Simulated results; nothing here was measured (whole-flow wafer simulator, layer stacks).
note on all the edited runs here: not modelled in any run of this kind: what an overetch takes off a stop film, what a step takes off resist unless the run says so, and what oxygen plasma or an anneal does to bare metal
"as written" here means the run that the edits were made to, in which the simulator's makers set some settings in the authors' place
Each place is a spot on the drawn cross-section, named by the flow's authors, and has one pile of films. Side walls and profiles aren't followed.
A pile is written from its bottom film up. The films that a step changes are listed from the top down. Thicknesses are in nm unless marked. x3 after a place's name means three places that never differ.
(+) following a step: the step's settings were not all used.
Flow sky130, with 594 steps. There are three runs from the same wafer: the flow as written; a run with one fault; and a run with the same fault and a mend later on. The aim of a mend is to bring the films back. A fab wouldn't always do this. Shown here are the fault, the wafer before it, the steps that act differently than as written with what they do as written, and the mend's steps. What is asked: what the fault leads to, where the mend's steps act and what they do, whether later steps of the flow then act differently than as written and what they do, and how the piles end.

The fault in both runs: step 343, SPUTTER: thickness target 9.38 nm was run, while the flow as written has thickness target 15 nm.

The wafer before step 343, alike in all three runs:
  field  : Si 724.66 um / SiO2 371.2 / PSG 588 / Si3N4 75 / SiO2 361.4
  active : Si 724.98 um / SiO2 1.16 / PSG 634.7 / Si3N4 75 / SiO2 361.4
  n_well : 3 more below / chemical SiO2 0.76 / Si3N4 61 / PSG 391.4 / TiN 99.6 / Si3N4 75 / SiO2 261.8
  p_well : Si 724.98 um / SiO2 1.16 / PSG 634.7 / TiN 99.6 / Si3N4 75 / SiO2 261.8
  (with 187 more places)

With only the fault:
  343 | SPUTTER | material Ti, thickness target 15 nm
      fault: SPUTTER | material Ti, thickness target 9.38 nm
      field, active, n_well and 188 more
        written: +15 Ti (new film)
        fault: +9.38 Ti (new film)
  Later steps of the flow acting differently than as written (not shown: 9 more steps that differ only slightly, by at most 2% or 0.5 nm, whichever is larger):
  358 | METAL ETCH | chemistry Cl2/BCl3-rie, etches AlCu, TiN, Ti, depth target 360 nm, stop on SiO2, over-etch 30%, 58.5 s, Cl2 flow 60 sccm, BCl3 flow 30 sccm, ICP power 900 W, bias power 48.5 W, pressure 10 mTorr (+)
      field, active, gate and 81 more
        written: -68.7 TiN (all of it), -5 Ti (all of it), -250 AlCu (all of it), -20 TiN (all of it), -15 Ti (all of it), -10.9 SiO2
        fault: -68.7 TiN (all of it), -5 Ti (all of it), -250 AlCu (all of it), -20 TiN (all of it), -9.38 Ti (all of it), -11.5 SiO2
  The piles end different from the flow's at n_well, p_well, gate_hv and 104 more by more than 2% or 0.5 nm, whichever is larger.
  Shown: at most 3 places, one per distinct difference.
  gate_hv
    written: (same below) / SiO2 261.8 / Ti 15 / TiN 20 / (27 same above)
    fault: (same below) / SiO2 261.8 / Ti 9.38 / TiN 20 / (27 same above)
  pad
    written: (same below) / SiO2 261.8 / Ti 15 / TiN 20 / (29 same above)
    fault: (same below) / SiO2 261.8 / Ti 9.38 / TiN 20 / (29 same above)
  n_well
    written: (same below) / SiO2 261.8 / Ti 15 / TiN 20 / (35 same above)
    fault: (same below) / SiO2 261.8 / Ti 9.38 / TiN 20 / (35 same above)

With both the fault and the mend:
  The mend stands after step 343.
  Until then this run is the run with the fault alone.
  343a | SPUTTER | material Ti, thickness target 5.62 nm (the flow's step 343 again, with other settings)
      field, active, n_well and 188 more
        +5.62 Ti
  Later steps of the flow that are run all act as written at every place that is followed.
  The piles end the same as the flow's at every place that both follow.
